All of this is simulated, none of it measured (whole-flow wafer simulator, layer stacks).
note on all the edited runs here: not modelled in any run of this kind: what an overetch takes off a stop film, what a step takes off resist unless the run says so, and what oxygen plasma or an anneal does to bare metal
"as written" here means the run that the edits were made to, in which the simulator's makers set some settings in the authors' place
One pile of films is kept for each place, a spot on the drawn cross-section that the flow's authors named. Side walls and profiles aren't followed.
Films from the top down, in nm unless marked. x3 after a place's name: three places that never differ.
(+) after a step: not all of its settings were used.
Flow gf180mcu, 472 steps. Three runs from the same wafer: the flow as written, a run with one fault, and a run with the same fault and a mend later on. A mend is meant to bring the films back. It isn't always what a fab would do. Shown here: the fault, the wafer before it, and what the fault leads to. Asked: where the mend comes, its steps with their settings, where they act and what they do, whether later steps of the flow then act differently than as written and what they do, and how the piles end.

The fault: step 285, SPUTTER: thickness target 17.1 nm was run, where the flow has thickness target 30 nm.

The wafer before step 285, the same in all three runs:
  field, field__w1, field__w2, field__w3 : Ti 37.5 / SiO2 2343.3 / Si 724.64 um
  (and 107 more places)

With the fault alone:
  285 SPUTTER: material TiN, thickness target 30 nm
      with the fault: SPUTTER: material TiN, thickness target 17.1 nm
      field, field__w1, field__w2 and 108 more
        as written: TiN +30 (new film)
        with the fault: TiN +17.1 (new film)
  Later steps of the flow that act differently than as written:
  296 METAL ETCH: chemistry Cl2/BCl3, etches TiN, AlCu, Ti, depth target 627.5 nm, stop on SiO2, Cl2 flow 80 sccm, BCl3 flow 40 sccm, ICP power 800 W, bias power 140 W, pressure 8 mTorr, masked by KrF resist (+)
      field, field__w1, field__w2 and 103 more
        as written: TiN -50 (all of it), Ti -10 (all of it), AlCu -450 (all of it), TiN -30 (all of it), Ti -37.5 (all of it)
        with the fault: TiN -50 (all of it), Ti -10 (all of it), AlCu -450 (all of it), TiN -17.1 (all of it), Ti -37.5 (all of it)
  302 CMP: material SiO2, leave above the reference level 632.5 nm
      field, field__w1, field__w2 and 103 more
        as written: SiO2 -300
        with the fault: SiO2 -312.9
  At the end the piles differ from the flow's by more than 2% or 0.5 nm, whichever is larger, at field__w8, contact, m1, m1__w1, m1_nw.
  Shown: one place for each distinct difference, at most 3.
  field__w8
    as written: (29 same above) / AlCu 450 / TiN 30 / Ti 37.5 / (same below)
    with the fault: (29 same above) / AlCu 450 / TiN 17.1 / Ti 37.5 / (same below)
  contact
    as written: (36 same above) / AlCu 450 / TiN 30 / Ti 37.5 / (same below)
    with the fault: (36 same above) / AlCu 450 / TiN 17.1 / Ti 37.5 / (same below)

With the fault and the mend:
  The mend comes after step 285.
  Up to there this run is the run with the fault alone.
  285a SPUTTER: material TiN, thickness target 12.9 nm (the flow's step 285 once more, with other settings)
      field, field__w1, field__w2 and 108 more
        TiN +12.9
  No later step of the flow acts differently than as written at any place that is followed.
  At the end the piles are the same as the flow's at every place that both follow.
